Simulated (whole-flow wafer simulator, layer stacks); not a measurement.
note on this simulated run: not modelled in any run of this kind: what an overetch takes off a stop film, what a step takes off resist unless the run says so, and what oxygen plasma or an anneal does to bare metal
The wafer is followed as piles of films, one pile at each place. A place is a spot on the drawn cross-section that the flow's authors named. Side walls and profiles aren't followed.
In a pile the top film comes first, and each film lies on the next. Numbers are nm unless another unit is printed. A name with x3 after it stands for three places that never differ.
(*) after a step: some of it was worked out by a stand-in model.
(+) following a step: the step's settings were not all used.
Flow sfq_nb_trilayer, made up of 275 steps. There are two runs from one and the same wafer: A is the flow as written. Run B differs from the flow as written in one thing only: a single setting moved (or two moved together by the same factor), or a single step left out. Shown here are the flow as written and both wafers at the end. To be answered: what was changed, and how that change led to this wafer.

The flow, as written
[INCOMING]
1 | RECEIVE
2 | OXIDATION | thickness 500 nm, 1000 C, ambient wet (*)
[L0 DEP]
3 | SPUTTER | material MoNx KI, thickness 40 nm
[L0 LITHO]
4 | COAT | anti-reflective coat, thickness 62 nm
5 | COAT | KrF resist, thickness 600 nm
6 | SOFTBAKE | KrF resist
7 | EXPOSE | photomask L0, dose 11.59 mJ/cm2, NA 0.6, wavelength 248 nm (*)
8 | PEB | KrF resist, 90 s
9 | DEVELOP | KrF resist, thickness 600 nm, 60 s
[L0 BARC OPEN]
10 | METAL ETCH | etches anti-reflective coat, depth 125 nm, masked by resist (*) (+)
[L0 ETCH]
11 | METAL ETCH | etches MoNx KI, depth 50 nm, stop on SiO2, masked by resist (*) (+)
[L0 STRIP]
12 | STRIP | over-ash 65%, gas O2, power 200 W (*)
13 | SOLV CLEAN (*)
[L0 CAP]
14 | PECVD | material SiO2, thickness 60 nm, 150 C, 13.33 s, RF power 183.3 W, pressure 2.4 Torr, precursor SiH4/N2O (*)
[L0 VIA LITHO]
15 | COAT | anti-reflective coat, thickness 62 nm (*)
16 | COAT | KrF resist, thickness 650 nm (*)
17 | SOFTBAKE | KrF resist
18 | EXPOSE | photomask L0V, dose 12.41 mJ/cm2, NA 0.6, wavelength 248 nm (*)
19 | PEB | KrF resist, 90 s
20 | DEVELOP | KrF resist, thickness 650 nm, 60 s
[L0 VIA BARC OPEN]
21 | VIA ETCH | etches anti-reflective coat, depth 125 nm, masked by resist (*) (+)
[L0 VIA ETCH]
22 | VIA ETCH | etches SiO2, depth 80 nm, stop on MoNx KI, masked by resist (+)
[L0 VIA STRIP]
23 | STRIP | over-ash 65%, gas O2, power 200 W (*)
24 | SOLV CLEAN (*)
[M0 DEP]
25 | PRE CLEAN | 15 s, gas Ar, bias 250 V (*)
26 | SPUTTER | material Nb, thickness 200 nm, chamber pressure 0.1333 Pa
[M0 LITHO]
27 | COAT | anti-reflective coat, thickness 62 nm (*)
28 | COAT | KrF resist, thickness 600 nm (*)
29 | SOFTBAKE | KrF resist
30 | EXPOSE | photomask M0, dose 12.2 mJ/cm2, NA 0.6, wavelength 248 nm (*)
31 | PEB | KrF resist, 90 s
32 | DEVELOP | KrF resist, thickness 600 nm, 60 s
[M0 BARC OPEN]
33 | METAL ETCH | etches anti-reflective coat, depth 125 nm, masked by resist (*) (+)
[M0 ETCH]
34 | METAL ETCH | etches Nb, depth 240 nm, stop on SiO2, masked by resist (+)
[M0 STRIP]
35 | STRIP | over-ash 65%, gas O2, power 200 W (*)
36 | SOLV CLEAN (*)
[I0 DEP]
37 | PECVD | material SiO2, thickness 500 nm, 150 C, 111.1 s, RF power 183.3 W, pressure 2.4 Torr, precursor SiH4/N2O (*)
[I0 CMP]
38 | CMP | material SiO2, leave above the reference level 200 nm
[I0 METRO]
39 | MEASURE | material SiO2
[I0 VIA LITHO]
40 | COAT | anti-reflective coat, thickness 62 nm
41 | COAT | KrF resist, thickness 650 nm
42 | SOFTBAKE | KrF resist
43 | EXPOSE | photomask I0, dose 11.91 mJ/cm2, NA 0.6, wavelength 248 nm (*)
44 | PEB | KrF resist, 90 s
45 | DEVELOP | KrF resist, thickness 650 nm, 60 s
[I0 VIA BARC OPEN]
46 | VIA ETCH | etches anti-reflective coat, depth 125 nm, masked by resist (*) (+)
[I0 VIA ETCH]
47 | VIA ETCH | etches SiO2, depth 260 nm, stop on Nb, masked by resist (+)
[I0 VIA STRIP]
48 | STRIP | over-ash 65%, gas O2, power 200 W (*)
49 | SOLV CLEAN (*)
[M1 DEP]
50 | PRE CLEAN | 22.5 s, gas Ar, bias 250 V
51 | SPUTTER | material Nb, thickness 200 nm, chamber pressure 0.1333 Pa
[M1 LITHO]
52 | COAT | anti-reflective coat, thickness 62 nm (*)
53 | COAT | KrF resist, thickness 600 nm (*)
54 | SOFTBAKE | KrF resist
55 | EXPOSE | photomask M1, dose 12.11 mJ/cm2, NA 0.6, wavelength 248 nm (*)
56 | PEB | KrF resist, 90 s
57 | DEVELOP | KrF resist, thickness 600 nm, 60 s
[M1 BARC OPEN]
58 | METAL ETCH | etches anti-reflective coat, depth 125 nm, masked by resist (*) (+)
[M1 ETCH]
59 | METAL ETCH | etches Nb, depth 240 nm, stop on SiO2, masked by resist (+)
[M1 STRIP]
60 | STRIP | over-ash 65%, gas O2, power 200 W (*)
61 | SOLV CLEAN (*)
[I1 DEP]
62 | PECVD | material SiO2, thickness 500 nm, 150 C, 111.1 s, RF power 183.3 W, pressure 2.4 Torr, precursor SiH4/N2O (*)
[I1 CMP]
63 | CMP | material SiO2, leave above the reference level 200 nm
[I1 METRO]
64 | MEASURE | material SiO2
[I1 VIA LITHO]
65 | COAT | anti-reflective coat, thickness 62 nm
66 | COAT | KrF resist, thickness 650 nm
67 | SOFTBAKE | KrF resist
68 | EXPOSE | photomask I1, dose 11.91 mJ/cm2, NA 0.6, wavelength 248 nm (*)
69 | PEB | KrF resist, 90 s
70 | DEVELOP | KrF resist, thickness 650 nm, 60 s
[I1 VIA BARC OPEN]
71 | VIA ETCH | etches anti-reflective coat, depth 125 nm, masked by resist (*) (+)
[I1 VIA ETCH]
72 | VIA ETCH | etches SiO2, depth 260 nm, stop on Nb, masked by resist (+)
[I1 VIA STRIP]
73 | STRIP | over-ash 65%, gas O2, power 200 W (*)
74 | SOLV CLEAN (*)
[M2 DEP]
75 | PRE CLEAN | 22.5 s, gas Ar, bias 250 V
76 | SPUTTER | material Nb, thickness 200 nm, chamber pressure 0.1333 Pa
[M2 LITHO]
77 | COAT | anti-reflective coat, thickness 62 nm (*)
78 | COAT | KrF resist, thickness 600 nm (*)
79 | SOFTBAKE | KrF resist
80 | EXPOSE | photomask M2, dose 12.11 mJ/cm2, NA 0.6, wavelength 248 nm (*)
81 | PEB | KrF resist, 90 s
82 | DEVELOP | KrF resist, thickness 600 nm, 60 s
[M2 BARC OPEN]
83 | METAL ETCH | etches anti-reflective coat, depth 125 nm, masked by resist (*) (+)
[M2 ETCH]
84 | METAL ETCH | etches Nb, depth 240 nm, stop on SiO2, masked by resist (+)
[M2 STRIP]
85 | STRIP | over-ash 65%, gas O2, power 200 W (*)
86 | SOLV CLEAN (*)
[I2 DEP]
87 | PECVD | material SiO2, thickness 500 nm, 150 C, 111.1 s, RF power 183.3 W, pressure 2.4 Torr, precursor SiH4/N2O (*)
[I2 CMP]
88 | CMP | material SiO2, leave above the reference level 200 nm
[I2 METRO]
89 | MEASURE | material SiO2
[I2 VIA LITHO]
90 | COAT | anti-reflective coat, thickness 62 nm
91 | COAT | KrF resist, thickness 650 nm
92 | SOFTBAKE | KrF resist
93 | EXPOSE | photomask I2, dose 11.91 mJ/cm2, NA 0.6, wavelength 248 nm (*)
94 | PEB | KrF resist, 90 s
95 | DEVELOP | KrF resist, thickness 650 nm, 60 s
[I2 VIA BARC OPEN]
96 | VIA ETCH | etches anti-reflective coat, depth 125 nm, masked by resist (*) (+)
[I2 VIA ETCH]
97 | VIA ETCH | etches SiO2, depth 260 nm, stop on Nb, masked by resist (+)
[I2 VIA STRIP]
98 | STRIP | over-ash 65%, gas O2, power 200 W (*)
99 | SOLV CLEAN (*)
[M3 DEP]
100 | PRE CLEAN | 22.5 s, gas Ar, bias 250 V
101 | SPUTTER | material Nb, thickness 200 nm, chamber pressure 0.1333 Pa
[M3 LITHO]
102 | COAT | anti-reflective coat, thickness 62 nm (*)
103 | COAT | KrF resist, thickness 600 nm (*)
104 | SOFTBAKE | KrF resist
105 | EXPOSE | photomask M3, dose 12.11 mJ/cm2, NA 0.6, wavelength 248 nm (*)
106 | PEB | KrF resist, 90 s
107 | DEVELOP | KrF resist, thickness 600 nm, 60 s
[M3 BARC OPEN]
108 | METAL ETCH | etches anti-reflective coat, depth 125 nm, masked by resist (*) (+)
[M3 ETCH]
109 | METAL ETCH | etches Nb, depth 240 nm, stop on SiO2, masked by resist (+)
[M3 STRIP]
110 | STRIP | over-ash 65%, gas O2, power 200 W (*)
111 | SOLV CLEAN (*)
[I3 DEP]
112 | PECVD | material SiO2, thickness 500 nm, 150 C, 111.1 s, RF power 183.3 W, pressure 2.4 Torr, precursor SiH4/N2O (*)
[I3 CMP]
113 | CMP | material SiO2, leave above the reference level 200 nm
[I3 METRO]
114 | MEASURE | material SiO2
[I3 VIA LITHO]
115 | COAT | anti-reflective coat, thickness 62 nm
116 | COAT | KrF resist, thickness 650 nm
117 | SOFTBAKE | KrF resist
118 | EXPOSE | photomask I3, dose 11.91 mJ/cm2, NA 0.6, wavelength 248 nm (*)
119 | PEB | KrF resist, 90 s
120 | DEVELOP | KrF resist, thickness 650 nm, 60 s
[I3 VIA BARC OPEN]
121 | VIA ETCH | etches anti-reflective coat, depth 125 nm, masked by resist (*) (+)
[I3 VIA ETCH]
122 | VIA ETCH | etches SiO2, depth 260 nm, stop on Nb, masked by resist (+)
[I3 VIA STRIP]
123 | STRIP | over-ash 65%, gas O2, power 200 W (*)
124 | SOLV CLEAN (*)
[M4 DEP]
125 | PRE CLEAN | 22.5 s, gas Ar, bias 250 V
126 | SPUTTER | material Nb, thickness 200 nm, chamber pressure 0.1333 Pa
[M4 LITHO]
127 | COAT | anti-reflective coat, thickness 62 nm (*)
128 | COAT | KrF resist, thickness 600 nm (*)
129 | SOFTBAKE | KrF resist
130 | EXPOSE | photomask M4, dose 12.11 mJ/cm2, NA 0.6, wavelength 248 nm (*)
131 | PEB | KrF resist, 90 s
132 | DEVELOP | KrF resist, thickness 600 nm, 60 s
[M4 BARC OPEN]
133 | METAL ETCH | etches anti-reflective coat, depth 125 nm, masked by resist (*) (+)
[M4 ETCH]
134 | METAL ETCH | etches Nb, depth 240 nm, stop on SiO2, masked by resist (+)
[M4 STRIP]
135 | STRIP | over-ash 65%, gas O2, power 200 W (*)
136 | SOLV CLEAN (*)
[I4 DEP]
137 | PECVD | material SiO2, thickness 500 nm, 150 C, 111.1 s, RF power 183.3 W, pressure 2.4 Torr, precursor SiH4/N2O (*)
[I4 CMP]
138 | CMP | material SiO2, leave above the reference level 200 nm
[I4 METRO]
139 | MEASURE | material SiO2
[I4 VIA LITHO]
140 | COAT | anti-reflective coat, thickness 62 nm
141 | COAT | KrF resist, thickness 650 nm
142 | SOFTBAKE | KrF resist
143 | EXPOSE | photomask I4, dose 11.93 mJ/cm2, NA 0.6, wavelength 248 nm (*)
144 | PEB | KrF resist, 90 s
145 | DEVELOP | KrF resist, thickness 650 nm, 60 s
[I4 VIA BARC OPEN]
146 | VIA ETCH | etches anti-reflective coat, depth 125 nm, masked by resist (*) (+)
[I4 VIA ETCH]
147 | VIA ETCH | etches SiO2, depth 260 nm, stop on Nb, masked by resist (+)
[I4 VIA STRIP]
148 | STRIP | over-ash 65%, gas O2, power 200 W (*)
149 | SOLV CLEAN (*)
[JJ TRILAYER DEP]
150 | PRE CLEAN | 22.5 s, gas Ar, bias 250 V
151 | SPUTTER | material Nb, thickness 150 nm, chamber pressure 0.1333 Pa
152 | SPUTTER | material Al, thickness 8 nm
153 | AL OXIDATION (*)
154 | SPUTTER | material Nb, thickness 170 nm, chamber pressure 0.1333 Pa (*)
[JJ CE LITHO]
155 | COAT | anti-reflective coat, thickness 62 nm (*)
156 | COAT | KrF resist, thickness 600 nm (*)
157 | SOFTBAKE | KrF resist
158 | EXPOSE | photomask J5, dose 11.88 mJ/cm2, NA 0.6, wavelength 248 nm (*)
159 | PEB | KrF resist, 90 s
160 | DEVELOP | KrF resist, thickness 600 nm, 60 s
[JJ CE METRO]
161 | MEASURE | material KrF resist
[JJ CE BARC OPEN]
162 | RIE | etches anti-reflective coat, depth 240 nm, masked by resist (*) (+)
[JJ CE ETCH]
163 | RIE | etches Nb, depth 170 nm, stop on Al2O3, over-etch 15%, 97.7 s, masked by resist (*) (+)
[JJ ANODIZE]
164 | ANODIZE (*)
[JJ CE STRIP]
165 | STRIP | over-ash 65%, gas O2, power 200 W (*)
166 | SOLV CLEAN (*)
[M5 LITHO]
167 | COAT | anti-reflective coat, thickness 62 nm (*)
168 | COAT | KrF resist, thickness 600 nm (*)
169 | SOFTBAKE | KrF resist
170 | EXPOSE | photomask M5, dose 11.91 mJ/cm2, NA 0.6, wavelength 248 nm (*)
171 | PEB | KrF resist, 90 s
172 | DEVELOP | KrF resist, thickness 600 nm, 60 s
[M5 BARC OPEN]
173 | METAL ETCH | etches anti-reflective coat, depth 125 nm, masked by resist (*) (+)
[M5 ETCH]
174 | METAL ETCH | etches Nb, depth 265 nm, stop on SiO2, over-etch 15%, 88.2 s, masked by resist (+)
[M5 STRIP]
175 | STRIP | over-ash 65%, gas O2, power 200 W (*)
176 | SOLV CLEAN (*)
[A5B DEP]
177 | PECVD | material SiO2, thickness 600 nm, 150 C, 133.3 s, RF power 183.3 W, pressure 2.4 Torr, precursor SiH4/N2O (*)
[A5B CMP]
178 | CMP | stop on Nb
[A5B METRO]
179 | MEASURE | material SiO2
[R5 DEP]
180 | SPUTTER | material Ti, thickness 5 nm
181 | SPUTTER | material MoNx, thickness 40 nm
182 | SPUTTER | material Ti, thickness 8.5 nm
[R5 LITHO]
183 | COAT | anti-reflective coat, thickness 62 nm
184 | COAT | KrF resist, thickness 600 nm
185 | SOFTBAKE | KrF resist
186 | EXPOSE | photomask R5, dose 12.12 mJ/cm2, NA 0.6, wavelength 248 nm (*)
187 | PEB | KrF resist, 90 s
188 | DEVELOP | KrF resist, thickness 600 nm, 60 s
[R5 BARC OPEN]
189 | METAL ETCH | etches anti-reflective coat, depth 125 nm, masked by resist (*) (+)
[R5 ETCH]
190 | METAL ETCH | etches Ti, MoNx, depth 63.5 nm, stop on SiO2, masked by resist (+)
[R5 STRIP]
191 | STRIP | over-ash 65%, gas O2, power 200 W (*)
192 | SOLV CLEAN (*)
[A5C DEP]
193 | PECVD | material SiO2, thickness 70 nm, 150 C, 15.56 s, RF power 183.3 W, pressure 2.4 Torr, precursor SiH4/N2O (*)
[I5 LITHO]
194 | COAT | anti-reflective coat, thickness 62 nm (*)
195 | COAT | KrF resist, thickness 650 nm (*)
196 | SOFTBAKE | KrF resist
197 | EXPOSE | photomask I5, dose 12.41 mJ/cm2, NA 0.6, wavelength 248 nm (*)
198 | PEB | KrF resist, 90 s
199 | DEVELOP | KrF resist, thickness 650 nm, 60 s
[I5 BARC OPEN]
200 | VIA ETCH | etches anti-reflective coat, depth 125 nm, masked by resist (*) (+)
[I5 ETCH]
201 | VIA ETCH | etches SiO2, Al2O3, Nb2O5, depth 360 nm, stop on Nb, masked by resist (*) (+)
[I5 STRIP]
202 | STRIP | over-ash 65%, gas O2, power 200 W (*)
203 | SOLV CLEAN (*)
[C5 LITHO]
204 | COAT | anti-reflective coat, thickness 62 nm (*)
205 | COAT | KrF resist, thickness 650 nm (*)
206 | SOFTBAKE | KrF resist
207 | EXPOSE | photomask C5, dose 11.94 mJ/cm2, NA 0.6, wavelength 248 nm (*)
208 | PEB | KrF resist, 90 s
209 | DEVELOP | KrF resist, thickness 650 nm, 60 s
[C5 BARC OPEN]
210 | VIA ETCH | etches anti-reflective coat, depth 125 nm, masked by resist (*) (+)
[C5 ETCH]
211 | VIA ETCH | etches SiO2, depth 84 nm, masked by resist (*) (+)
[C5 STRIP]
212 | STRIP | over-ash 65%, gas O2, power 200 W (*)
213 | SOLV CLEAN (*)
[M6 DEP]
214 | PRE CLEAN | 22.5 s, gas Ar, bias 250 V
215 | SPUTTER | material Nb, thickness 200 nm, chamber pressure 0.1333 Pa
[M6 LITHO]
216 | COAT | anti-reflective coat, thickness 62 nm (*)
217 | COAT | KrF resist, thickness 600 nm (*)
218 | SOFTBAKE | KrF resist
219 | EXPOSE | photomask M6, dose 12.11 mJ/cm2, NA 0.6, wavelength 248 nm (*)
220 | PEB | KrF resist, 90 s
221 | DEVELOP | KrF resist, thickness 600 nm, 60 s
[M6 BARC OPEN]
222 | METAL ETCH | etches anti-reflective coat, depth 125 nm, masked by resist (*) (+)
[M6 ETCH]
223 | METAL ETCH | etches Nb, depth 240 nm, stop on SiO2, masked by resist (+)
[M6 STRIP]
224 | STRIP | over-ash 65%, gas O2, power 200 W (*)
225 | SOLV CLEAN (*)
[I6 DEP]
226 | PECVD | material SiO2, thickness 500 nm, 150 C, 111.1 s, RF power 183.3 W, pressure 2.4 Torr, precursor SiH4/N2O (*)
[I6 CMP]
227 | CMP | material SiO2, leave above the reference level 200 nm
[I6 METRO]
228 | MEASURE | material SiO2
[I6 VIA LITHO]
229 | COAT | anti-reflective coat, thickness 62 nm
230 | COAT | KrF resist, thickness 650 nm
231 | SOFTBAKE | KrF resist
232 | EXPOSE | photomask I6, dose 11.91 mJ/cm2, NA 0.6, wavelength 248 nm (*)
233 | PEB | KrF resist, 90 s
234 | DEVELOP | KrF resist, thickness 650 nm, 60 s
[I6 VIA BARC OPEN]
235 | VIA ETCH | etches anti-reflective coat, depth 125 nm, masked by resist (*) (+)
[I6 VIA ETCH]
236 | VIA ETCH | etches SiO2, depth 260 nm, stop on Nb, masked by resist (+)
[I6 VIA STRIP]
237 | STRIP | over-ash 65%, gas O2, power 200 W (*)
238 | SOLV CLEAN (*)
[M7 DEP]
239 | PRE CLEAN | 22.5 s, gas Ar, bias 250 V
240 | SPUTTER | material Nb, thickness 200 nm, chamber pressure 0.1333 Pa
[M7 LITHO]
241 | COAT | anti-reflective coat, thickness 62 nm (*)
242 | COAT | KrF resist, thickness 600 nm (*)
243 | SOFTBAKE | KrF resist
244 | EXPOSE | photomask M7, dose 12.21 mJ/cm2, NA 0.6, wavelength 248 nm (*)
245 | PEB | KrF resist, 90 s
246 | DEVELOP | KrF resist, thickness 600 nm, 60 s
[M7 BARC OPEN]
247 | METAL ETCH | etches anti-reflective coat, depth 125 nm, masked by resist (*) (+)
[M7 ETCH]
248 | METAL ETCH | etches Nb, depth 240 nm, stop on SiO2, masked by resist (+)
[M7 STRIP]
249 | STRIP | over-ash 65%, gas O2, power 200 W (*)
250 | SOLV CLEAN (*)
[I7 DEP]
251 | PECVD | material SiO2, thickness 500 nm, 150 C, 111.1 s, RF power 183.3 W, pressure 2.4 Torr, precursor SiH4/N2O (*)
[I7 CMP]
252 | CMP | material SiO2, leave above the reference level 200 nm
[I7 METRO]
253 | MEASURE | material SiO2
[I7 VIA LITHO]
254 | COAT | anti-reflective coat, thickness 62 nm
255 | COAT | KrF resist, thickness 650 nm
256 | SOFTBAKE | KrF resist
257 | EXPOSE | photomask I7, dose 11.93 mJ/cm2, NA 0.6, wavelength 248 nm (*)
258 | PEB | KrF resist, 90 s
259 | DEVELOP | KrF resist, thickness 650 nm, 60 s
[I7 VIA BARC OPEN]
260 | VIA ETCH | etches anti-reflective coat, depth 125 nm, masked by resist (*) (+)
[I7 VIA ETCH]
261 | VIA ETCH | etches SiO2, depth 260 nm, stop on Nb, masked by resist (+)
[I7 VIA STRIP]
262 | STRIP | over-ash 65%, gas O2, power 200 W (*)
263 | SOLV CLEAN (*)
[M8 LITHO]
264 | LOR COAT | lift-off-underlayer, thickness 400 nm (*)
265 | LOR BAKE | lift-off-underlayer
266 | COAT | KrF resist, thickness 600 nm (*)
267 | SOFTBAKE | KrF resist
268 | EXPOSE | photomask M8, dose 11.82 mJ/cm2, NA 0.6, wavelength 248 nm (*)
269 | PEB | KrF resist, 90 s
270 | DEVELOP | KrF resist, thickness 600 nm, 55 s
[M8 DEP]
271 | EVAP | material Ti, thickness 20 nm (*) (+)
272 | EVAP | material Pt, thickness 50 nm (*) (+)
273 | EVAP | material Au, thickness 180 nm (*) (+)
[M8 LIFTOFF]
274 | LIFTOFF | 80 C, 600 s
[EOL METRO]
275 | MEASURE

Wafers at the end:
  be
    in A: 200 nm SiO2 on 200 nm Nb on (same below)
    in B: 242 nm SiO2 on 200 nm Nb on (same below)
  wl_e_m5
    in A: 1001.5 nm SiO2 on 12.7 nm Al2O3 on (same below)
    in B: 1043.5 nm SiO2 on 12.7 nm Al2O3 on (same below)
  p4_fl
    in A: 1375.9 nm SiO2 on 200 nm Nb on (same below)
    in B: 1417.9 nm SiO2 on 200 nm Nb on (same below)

What caused this: step 252, CMP: leave above the reference level 242 nm was run, whereas the flow has leave above the reference level 200 nm.
One can read it off the wafer: be has SiO2 242, and step 252 as written asks for 200 nm.

The path from the change to this, step by step:
  252 | CMP | material SiO2, leave above the reference level 200 nm
      field_l, p4_fl, p4_fm and 56 more: A -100 SiO2 | B -58 SiO2
      v_sur, via_wl, via_w and 37 more: A -300 SiO2 | B -258 SiO2
      (as well as at 7 more places)
  261 | VIA ETCH | etches SiO2, depth 260 nm, stop on Nb, masked by resist (+)
      via_wl, via_w, via_wr: A -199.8 SiO2 (all of it) | B -241.8 SiO2 (all of it)
  264 | LOR COAT | lift-off-underlayer, thickness 400 nm (*)
      via_wl, via_wr: A +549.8 lift-off-underlayer (new film) | B +581.2 lift-off-underlayer (new film)
      via_w: A +536.4 lift-off-underlayer (new film) | B +565.1 lift-off-underlayer (new film)
  270 | DEVELOP | KrF resist, thickness 600 nm, 55 s
      via_wl: A -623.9 KrF resist (all of it), -549.8 lift-off-underlayer (all of it) | B -629.1 KrF resist (all of it), -581.2 lift-off-underlayer (all of it)
      via_w: A -635.4 KrF resist (all of it), -536.4 lift-off-underlayer (all of it) | B -643.2 KrF resist (all of it), -565.1 lift-off-underlayer (all of it)
      (as well as at 1 more place)
